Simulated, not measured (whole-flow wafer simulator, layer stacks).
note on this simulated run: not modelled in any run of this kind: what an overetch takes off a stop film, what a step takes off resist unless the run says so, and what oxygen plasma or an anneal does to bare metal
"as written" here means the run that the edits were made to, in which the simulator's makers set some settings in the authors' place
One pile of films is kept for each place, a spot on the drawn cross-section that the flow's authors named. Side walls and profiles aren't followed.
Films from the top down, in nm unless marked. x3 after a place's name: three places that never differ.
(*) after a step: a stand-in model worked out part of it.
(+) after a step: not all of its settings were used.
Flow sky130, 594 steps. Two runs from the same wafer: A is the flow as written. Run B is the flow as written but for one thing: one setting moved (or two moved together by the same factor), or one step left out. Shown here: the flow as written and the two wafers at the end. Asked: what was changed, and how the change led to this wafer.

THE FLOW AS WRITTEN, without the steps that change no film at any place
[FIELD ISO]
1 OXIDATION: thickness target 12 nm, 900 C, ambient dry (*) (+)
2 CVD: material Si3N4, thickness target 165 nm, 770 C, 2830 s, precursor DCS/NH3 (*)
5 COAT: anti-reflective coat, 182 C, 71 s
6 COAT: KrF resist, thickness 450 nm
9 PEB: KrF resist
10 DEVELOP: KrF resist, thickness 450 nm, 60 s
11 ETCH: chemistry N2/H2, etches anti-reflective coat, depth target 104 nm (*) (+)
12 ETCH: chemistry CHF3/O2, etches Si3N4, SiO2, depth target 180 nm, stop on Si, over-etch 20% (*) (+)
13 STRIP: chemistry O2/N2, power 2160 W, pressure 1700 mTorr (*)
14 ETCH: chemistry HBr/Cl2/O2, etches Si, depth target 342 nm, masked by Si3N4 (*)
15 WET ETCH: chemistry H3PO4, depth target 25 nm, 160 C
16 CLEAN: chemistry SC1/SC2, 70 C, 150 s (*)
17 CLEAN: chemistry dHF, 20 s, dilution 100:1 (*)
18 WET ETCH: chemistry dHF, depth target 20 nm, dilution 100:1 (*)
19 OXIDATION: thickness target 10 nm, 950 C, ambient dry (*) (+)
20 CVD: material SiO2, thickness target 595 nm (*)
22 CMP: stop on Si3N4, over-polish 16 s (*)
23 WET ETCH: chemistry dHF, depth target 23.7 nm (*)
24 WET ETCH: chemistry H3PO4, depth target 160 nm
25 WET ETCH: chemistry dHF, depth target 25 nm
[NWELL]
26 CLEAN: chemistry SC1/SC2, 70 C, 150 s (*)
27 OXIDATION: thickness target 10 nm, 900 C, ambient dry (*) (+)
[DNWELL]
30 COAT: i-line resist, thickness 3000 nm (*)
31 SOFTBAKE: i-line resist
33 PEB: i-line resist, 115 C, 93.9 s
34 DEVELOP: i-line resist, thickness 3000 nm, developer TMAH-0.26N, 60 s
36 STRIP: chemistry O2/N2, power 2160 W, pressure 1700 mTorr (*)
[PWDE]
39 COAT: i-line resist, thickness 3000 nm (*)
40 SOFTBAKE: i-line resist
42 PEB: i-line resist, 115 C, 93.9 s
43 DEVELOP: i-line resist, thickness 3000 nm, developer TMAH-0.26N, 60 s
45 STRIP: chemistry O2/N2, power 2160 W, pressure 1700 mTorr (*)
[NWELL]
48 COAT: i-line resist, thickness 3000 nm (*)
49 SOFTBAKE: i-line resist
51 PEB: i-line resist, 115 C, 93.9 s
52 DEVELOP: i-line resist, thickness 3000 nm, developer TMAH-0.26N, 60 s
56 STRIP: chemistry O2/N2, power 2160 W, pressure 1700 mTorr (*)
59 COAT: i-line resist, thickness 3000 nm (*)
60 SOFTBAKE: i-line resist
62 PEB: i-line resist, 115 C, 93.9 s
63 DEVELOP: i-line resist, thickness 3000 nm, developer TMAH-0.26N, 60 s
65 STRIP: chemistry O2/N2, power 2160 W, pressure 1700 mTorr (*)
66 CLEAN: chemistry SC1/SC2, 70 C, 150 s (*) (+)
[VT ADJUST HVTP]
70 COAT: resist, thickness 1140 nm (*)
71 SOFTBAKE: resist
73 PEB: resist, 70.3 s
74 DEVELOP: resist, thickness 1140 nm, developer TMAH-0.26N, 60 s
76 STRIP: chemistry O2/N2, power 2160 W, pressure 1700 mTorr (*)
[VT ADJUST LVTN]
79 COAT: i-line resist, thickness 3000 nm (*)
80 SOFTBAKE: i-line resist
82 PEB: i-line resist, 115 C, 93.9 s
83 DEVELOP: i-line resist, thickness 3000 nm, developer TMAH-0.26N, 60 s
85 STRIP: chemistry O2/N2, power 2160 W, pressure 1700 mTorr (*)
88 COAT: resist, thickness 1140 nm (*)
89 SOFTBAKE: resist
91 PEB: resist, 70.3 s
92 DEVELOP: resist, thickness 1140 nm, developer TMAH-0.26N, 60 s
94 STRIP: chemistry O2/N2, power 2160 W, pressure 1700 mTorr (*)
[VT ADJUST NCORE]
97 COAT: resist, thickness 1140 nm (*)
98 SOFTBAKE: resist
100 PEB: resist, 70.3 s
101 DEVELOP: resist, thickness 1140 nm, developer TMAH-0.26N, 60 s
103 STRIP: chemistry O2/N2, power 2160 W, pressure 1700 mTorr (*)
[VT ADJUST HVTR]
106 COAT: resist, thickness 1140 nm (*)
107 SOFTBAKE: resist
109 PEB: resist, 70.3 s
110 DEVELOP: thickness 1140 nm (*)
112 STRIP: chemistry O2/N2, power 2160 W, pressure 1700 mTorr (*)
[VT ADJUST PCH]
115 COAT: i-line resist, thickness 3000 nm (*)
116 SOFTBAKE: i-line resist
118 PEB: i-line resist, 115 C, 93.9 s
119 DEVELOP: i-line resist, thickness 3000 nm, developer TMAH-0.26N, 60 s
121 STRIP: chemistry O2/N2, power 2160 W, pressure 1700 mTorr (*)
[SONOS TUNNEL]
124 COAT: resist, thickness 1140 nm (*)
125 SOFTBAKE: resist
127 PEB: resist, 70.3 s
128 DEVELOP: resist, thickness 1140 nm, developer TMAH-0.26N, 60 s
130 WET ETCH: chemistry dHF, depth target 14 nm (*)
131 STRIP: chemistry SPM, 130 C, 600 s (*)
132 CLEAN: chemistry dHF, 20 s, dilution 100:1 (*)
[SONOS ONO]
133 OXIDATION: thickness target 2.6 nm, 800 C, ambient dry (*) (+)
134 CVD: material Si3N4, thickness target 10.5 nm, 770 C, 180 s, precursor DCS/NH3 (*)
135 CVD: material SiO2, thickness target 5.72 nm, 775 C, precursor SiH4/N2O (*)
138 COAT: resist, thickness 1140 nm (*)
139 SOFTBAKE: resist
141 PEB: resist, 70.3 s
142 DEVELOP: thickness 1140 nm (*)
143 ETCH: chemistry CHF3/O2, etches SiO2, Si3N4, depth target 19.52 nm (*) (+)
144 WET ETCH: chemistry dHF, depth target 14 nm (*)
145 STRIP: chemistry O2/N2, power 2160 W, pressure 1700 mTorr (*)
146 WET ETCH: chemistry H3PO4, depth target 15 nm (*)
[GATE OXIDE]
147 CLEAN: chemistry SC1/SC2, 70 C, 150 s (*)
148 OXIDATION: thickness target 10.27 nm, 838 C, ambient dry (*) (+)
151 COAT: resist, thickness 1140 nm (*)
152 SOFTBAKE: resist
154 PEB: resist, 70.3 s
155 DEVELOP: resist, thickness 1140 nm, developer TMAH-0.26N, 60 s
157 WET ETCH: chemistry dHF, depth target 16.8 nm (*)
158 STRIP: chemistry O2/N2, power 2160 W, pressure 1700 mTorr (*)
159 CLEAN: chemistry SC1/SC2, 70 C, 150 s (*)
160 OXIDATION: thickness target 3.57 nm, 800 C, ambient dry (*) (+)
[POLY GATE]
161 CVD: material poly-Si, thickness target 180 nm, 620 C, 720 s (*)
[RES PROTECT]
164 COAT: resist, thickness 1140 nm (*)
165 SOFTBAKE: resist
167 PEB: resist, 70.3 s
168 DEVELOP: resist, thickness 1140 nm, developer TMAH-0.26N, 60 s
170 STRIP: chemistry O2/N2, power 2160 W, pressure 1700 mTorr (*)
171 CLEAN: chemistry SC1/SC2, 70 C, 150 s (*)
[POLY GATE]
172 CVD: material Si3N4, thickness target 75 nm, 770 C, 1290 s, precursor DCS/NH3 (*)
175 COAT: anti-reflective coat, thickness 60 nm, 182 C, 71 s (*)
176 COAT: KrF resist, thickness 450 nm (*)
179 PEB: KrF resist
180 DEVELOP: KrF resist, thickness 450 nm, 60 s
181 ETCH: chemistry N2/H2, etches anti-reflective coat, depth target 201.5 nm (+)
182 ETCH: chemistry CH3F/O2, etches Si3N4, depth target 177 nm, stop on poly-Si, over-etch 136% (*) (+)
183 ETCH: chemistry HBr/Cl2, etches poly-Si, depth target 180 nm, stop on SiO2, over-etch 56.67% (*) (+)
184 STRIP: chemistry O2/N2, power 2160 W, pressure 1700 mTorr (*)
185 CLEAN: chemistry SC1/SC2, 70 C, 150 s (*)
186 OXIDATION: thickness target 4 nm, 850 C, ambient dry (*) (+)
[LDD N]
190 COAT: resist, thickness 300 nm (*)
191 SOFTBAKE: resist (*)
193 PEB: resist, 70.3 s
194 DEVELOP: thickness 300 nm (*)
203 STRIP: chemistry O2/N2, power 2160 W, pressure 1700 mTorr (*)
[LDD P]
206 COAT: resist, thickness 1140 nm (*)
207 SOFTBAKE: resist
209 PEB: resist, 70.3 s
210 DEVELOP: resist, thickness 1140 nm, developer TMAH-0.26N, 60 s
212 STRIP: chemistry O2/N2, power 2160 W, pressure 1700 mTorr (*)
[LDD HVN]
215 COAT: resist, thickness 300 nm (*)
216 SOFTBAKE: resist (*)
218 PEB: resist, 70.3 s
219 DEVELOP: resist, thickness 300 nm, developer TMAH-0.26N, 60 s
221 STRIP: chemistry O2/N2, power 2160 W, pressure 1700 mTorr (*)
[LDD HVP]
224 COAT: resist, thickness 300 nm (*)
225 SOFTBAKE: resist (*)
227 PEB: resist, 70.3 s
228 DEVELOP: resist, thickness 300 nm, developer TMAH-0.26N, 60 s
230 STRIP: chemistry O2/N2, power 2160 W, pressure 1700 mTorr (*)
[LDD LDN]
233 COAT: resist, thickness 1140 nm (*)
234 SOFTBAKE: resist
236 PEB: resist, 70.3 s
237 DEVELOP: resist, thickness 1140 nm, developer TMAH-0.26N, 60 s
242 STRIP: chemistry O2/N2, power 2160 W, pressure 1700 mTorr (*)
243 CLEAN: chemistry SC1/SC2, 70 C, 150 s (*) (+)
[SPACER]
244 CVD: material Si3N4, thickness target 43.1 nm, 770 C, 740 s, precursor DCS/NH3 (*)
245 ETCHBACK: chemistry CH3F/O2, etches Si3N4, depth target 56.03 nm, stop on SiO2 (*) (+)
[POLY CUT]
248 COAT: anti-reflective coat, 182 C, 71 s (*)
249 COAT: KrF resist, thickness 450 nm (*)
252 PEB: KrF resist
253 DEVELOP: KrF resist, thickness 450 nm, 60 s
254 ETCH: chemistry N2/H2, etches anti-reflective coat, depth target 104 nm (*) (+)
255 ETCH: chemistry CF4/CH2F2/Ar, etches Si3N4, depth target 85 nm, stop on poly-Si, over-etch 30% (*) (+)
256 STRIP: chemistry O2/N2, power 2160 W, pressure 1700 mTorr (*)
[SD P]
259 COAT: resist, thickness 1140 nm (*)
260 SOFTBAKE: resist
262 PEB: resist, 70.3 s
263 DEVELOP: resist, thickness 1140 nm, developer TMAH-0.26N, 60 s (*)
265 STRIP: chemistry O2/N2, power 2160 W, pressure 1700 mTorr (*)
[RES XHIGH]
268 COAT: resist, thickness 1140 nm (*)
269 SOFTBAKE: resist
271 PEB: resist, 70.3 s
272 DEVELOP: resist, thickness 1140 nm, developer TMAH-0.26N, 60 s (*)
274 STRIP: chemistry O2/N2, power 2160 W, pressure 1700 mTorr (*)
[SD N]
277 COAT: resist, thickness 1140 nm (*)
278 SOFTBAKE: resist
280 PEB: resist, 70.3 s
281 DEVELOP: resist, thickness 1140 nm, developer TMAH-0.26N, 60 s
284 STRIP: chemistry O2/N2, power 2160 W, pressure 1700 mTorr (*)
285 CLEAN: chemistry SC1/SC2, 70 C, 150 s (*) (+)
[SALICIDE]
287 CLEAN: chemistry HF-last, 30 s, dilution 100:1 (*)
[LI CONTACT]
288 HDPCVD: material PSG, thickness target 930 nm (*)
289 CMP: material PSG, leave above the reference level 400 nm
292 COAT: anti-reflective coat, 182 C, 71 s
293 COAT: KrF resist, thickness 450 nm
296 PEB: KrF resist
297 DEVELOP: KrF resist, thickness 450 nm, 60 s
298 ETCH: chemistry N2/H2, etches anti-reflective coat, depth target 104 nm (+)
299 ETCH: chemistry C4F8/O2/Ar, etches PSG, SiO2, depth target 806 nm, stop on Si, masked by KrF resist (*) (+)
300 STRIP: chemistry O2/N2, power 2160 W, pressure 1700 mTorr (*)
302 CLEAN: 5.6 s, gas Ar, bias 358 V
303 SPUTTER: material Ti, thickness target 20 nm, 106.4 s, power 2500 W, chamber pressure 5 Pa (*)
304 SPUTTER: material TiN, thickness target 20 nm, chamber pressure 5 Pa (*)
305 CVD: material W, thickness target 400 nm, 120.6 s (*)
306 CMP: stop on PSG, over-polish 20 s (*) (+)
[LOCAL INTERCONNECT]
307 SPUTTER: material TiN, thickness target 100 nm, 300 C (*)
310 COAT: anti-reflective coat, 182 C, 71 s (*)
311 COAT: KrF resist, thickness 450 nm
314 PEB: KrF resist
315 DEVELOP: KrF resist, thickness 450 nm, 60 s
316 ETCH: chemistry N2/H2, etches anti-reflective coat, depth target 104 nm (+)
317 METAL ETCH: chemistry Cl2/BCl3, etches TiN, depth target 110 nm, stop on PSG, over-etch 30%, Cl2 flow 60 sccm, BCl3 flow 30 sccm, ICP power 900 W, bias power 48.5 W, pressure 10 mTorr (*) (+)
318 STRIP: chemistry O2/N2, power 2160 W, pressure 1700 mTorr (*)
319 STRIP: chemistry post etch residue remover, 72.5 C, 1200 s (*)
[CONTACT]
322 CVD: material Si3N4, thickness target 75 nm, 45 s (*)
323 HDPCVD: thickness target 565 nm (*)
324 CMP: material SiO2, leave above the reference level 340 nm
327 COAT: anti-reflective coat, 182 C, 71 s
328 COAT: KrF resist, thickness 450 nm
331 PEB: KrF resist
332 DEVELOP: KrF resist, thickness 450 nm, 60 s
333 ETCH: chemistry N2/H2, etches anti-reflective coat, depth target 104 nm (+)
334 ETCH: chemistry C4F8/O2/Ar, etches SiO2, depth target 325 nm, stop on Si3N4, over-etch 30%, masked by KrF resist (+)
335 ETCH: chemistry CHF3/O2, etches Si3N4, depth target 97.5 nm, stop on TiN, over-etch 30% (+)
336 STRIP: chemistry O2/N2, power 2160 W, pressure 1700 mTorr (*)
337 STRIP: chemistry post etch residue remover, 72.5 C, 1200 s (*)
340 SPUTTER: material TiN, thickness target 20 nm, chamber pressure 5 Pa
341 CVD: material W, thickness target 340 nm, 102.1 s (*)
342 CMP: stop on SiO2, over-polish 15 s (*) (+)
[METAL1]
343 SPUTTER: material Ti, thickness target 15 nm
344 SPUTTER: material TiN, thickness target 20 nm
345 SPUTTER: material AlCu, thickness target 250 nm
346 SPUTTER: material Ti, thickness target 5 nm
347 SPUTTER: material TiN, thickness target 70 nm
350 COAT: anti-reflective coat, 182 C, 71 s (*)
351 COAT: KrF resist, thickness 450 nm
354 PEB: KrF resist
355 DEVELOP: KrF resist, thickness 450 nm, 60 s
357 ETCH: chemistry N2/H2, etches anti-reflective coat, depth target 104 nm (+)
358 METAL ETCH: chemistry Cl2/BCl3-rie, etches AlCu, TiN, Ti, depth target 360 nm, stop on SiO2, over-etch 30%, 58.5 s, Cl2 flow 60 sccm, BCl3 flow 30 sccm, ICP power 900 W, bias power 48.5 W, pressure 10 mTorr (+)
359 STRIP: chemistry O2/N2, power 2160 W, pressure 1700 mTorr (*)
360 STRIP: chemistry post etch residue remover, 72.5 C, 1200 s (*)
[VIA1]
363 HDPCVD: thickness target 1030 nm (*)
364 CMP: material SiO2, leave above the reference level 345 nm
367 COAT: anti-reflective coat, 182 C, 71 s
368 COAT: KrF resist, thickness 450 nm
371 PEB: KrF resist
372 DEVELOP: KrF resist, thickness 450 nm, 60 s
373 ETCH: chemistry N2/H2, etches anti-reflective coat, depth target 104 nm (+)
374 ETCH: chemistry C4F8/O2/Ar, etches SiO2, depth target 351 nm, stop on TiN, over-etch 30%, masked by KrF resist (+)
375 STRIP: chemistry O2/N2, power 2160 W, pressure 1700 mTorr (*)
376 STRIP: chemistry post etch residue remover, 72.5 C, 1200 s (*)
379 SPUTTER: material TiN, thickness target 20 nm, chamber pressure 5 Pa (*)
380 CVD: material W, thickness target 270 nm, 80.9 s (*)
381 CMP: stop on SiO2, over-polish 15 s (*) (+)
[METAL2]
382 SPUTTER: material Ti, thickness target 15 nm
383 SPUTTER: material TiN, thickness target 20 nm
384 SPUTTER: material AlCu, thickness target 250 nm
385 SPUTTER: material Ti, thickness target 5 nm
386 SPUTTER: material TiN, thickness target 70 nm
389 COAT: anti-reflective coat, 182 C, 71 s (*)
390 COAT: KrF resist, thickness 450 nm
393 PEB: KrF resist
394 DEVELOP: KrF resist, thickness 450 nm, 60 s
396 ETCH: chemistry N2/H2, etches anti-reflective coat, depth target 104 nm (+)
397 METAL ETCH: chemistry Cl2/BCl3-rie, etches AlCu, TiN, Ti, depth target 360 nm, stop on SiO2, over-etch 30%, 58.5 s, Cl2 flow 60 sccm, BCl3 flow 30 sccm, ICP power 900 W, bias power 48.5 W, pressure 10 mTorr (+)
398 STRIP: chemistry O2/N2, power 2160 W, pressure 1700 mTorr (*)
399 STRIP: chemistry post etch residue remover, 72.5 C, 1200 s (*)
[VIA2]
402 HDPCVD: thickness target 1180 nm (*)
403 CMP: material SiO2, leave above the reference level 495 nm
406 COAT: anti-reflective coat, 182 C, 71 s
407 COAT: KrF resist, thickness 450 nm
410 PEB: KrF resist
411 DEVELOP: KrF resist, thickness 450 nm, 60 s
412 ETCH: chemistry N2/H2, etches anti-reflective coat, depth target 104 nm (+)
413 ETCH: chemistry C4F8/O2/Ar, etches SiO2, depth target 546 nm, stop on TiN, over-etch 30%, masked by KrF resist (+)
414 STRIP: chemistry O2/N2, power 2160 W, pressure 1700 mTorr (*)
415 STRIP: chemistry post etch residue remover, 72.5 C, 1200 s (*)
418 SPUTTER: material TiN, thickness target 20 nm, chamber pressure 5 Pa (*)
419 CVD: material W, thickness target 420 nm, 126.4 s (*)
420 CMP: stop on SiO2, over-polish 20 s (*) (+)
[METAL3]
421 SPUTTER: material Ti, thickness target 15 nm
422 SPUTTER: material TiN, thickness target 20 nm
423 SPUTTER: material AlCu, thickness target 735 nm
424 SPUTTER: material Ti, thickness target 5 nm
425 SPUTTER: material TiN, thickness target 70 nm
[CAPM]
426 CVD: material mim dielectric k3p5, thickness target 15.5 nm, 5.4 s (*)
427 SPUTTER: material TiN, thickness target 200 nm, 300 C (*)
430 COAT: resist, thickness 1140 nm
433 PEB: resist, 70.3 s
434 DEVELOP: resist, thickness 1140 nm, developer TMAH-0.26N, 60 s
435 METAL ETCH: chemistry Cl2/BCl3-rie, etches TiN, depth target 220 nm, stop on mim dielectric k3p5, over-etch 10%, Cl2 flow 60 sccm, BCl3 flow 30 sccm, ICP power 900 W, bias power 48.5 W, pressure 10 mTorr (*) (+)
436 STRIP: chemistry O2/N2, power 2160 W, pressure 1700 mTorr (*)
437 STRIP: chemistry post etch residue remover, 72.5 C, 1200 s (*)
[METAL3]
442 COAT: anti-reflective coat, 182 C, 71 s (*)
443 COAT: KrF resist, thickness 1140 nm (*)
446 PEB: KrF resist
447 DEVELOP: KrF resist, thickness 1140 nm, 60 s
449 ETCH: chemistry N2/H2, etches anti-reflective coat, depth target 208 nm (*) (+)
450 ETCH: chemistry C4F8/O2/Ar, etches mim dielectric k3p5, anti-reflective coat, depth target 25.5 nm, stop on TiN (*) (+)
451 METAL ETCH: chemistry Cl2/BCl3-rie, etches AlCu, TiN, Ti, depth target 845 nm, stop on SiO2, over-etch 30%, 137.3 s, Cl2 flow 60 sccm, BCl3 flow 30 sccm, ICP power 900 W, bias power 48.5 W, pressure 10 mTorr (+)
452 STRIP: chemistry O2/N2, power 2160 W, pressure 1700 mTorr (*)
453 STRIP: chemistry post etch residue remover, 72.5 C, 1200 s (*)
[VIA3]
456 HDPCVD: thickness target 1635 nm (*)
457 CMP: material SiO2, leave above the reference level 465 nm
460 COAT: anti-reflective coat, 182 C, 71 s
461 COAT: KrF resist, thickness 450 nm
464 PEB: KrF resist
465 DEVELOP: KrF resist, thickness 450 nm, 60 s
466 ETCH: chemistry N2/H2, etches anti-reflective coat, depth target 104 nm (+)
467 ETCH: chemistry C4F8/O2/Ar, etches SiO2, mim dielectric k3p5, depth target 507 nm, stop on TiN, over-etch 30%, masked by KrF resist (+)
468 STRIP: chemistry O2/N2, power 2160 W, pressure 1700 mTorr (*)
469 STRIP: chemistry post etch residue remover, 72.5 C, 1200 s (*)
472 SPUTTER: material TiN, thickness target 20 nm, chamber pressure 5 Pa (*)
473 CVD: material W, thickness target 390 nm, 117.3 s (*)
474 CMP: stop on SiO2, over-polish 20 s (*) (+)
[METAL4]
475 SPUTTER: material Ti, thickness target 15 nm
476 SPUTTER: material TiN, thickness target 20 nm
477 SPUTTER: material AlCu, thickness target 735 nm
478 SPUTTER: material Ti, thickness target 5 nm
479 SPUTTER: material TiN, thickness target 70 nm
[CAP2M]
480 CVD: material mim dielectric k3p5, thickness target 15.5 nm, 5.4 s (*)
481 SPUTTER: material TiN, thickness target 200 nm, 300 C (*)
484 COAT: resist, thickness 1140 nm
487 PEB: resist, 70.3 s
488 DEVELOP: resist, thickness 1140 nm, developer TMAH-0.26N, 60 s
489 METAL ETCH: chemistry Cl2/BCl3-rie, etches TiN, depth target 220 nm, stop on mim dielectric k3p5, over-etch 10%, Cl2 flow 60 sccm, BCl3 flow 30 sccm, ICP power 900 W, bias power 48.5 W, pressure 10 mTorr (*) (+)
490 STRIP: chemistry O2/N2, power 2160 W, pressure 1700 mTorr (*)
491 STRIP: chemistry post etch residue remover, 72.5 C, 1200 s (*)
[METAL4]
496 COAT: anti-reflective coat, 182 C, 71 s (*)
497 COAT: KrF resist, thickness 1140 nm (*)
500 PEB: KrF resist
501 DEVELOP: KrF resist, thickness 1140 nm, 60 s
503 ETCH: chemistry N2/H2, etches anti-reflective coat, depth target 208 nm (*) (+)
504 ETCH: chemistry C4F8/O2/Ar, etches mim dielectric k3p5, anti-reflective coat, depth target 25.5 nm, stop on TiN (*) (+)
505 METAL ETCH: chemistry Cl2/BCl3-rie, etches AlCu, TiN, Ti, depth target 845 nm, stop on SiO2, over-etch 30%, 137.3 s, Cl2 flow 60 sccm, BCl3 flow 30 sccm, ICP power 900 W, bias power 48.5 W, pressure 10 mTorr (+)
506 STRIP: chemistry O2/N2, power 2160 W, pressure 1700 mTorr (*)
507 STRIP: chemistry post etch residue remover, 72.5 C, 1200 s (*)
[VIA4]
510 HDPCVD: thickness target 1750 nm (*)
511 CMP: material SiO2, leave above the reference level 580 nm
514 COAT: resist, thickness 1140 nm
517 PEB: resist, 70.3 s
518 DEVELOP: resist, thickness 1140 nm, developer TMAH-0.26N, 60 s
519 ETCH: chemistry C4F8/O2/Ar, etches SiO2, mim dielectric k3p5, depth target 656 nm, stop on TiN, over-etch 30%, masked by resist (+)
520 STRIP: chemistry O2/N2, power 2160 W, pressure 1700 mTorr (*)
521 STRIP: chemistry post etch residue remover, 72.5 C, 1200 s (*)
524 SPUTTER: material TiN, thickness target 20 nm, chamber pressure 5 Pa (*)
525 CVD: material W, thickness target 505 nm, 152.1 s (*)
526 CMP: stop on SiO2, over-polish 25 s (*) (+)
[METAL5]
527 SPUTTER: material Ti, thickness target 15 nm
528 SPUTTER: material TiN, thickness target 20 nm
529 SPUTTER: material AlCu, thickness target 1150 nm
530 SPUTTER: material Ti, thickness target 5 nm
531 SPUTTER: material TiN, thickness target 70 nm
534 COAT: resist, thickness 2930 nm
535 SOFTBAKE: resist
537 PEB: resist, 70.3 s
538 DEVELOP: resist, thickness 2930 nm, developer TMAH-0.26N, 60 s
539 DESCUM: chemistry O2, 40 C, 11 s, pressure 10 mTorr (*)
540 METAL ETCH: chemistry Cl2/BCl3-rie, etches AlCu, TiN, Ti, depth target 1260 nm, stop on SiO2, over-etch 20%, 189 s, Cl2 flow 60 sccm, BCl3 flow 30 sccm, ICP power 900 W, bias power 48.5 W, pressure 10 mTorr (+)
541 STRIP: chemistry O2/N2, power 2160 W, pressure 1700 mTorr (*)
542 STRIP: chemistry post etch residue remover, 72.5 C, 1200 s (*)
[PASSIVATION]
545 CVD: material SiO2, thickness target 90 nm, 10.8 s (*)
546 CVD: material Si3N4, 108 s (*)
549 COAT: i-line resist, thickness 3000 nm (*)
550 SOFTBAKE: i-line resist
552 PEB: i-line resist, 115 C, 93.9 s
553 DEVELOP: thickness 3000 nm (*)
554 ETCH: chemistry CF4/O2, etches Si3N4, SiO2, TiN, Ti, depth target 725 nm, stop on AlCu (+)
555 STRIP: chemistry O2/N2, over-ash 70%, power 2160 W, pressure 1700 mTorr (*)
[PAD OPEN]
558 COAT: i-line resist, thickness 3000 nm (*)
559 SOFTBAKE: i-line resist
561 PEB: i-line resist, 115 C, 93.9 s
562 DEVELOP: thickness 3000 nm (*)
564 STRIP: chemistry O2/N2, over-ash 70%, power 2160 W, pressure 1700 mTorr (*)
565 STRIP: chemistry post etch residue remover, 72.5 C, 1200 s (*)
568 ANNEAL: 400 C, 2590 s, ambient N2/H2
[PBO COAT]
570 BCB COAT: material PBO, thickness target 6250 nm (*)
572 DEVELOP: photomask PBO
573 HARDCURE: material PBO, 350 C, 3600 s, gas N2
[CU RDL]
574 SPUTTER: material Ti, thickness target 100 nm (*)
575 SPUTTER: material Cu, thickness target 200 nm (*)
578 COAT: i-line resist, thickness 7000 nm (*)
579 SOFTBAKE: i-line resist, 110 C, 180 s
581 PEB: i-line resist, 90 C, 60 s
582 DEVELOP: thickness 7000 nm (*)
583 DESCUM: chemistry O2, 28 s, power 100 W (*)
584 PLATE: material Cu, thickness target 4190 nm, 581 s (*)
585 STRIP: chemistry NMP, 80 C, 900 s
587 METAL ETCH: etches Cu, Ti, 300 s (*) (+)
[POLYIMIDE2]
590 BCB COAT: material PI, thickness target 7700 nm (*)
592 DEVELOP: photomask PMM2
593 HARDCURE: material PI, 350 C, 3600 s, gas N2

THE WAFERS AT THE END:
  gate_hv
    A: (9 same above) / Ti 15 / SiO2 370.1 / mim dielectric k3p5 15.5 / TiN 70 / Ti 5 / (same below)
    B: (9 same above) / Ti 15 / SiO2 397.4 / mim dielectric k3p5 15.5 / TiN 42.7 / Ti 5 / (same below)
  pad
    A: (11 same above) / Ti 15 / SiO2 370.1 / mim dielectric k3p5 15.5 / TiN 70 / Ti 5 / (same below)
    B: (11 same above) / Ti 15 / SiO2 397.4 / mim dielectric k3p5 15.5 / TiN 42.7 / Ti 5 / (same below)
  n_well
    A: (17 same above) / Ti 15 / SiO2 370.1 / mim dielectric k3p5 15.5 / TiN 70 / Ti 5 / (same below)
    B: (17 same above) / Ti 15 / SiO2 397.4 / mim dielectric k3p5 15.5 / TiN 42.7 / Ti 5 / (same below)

The cause: step 425, SPUTTER: thickness target 42.7 nm was run, where the flow has thickness target 70 nm.
It can be read off the wafer: gate_hv has TiN 42.7, and step 425 as written asks for 70 nm.

How the change led to this, step by step:
  425 SPUTTER: material TiN, thickness target 70 nm
      field, active, n_well and 188 more: A TiN +70 (new film) | B TiN +42.7 (new film)
  451 METAL ETCH: chemistry Cl2/BCl3-rie, etches AlCu, TiN, Ti, depth target 845 nm, stop on SiO2, over-etch 30%, 137.3 s, Cl2 flow 60 sccm, BCl3 flow 30 sccm, ICP power 900 W, bias power 48.5 W, pressure 10 mTorr (+)
      field, gate, spacer and 68 more: A TiN -70 (all of it), Ti -5 (all of it), AlCu -735 (all of it), TiN -20 (all of it), Ti -15 (all of it), SiO2 -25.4 | B TiN -42.7 (all of it), Ti -5 (all of it), AlCu -735 (all of it), TiN -20 (all of it), Ti -15 (all of it), SiO2 -28.1
      active, vpp_ln, vpp_iso2 and 11 more: A TiN -70 (all of it), Ti -5 (all of it), AlCu -735 (all of it), TiN -20 (all of it), Ti -15 (all of it), SiO2 -25.3 | B TiN -42.7 (all of it), Ti -5 (all of it), AlCu -735 (all of it), TiN -20 (all of it), Ti -15 (all of it), SiO2 -28.1
  457 CMP: material SiO2, leave above the reference level 465 nm
      n_well, p_well, gate_hv and 99 more: A SiO2 -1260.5 | B SiO2 -1233.2
      m1, via2_hole: A SiO2 -1259.9 | B SiO2 -1232.6
  467 ETCH: chemistry C4F8/O2/Ar, etches SiO2, mim dielectric k3p5, depth target 507 nm, stop on TiN, over-etch 30%, masked by KrF resist (+)
      m1: A SiO2 -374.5 (all of it), mim dielectric k3p5 -15.5 (all of it) | B SiO2 -401.8 (all of it), mim dielectric k3p5 -15.5 (all of it)
      via3_hole: A SiO2 -373.9 (all of it), mim dielectric k3p5 -15.5 (all of it) | B SiO2 -401.2 (all of it), mim dielectric k3p5 -15.5 (all of it)
  473 CVD: material W, thickness target 390 nm, 117.3 s (*)
      m1: A W +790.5 (new film) | B W +818.1 (new film)
      via3_hole: A W +789.9 (new film) | B W +817.5 (new film)
